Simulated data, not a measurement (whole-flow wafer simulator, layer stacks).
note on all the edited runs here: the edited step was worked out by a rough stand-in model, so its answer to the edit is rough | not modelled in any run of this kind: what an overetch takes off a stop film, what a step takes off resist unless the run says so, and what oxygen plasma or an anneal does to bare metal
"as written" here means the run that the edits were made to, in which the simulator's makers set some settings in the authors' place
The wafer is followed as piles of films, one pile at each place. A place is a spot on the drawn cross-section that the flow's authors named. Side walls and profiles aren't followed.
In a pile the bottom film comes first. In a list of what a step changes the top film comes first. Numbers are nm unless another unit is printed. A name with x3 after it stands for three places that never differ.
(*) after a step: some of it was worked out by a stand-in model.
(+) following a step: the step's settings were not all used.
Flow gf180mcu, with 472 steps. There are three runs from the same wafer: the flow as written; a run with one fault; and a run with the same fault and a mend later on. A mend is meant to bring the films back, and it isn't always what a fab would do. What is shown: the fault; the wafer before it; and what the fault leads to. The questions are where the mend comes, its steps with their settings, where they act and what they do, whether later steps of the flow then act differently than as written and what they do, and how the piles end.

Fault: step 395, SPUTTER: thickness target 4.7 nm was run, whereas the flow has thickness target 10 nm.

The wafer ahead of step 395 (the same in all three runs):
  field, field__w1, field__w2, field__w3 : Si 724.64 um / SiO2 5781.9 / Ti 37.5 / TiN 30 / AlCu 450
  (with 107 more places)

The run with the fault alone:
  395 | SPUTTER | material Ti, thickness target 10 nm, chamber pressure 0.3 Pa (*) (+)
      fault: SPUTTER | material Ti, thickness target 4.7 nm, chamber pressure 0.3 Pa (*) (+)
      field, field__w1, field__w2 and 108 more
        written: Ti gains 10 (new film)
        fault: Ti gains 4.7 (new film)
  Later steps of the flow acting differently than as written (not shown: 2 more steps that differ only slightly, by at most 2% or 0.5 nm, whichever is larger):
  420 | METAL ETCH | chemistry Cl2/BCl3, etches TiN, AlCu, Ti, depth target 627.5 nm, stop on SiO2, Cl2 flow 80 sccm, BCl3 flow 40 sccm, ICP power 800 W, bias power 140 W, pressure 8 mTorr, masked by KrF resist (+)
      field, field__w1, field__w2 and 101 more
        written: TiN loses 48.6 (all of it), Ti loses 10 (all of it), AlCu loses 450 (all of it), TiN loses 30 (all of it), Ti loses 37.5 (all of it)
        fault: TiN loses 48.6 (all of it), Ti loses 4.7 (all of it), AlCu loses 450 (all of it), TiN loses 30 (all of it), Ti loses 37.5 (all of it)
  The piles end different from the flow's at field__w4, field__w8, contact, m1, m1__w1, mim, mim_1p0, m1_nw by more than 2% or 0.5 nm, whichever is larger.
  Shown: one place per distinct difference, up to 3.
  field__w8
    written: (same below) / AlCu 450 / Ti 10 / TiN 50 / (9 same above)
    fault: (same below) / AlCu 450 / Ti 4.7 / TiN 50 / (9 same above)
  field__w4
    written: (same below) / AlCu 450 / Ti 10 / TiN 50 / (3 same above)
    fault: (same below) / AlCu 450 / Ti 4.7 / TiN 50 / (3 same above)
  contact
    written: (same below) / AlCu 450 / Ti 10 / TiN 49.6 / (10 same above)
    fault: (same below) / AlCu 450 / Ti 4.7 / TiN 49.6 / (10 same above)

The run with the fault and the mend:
  The mend stands after step 395.
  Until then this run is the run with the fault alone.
  395a | SPUTTER | material Ti, thickness target 5.3 nm, chamber pressure 0.3 Pa (*) (+) (the flow's step 395 again, with other settings)
      field, field__w1, field__w2 and 108 more
        Ti gains 5.3
  Later steps of the flow that are run all act as written at every place that is followed.
  By the end, the piles equal the flow's at every place that both follow.
